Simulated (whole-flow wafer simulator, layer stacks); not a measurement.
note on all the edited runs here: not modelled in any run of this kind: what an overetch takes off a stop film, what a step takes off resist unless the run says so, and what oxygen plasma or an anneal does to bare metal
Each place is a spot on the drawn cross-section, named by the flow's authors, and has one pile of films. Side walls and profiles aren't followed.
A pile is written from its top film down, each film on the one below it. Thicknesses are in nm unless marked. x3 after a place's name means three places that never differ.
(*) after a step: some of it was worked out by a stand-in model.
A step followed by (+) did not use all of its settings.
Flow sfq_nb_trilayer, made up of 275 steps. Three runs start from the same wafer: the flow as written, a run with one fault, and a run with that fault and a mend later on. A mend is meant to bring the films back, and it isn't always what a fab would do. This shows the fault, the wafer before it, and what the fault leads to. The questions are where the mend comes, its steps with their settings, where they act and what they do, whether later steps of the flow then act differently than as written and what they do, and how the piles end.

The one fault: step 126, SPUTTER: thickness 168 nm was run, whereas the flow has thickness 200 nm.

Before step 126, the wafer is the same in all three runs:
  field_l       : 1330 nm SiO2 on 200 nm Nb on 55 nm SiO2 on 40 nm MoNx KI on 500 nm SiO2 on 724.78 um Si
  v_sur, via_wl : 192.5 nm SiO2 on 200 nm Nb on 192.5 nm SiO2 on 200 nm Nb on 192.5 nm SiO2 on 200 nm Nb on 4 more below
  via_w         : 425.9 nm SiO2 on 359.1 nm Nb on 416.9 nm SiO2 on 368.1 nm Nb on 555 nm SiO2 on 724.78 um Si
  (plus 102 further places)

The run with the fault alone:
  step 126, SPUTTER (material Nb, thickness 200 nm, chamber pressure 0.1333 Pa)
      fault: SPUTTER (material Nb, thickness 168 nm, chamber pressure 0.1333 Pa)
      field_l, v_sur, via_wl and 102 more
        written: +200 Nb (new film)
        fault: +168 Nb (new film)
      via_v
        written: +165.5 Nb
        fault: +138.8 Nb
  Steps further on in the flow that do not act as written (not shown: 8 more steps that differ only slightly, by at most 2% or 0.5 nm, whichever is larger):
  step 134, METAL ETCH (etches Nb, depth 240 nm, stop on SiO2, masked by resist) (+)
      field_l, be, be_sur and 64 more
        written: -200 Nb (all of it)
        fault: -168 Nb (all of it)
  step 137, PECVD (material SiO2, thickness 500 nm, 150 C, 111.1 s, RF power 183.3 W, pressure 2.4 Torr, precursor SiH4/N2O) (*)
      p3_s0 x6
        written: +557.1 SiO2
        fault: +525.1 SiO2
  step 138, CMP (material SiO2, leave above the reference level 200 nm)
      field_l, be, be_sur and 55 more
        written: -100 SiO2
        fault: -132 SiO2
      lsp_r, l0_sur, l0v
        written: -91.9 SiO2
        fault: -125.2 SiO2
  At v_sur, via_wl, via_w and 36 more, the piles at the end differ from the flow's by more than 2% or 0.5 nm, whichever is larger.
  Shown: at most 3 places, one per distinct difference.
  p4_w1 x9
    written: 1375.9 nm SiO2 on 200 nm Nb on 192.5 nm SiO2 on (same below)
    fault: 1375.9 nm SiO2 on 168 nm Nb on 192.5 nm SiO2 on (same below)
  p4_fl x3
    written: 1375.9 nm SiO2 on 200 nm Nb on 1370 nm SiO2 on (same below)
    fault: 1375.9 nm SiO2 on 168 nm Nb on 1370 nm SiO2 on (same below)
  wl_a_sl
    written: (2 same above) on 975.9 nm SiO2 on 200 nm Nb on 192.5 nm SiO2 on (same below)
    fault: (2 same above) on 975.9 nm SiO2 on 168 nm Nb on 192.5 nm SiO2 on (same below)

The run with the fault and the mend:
  After step 132 comes the mend.
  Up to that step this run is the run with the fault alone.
  step 132a, STRIP (over-ash 65%, gas O2, power 200 W) (*)
      p3_s0 x6, p3_fr x3, wl_d_sl and 38 more
        -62 anti-reflective coat (all of it)
      p4_fl x3, p4_w1 x9, p4_g1 x2 and 15 more
        -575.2 KrF resist (all of it), -62 anti-reflective coat (all of it)
      moat, field_r, lsp_l, lsp_r, l0_sur, l0v
        -61.8 anti-reflective coat (all of it)
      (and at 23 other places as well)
  step 132b, SPUTTER (material Nb, thickness 32 nm, chamber pressure 0.1333 Pa) (the flow's step 126 again, with other settings)
      field_l, v_sur, via_wl and 102 more
        +32 Nb
      via_v
        +24.4 Nb
  step 132c, COAT (anti-reflective coat, thickness 62 nm) (*) (the flow's step 127 again)
      p4_fl x3, p4_w1 x9, p4_g1 x2 and 63 more
        +62 anti-reflective coat (new film)
      moat, field_r, lsp_l and 6 more
        +61.8 anti-reflective coat (new film)
      be_r, r_sur, res, r_end
        +61.7 anti-reflective coat (new film)
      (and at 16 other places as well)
  step 132d, COAT (KrF resist, thickness 600 nm) (*) (the flow's step 128 again)
      p4_fl x3, p4_w1 x9, p4_g1 x2 and 63 more
        +600 KrF resist (new film)
      field_r, lsp_l, ln_m5, lsp_m, l0v
        +599.5 KrF resist (new film)
      ln_m6, lsp_r, l0_sur
        +599.6 KrF resist (new film)
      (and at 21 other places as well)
  step 132e, SOFTBAKE (KrF resist) (the flow's step 129 again)
      alters no film at any place that is followed
  step 132f, EXPOSE (photomask M4, dose 12.11 mJ/cm2, NA 0.6, wavelength 248 nm) (*) (the flow's step 130 again)
      alters no film at any place that is followed
  step 132g, PEB (KrF resist, 90 s) (the flow's step 131 again)
      field_l, v_sur, via_wl and 97 more
        -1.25 KrF resist
      via_w, via_wr, via_sp, wire, be
        -1.24 KrF resist
      via_v
        -1.61 KrF resist
  step 132h, DEVELOP (KrF resist, thickness 600 nm, 60 s) (the flow's step 132 again)
      p3_s0 x6, p3_fr x3, wl_d_sl and 38 more
        -598.7 KrF resist (all of it)
      v_sur, via_wl, via_w and 36 more
        -23.5 KrF resist
      moat, field_r, lsp_l
        -598.2 KrF resist (all of it)
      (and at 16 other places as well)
  Every later step of the flow that is run acts as written, at every place that is followed, to within 2% or 0.5 nm, whichever is larger.
  At the end the piles are close to the flow's at the places that both follow, differing by at most 2% or 0.5 nm, whichever is larger.
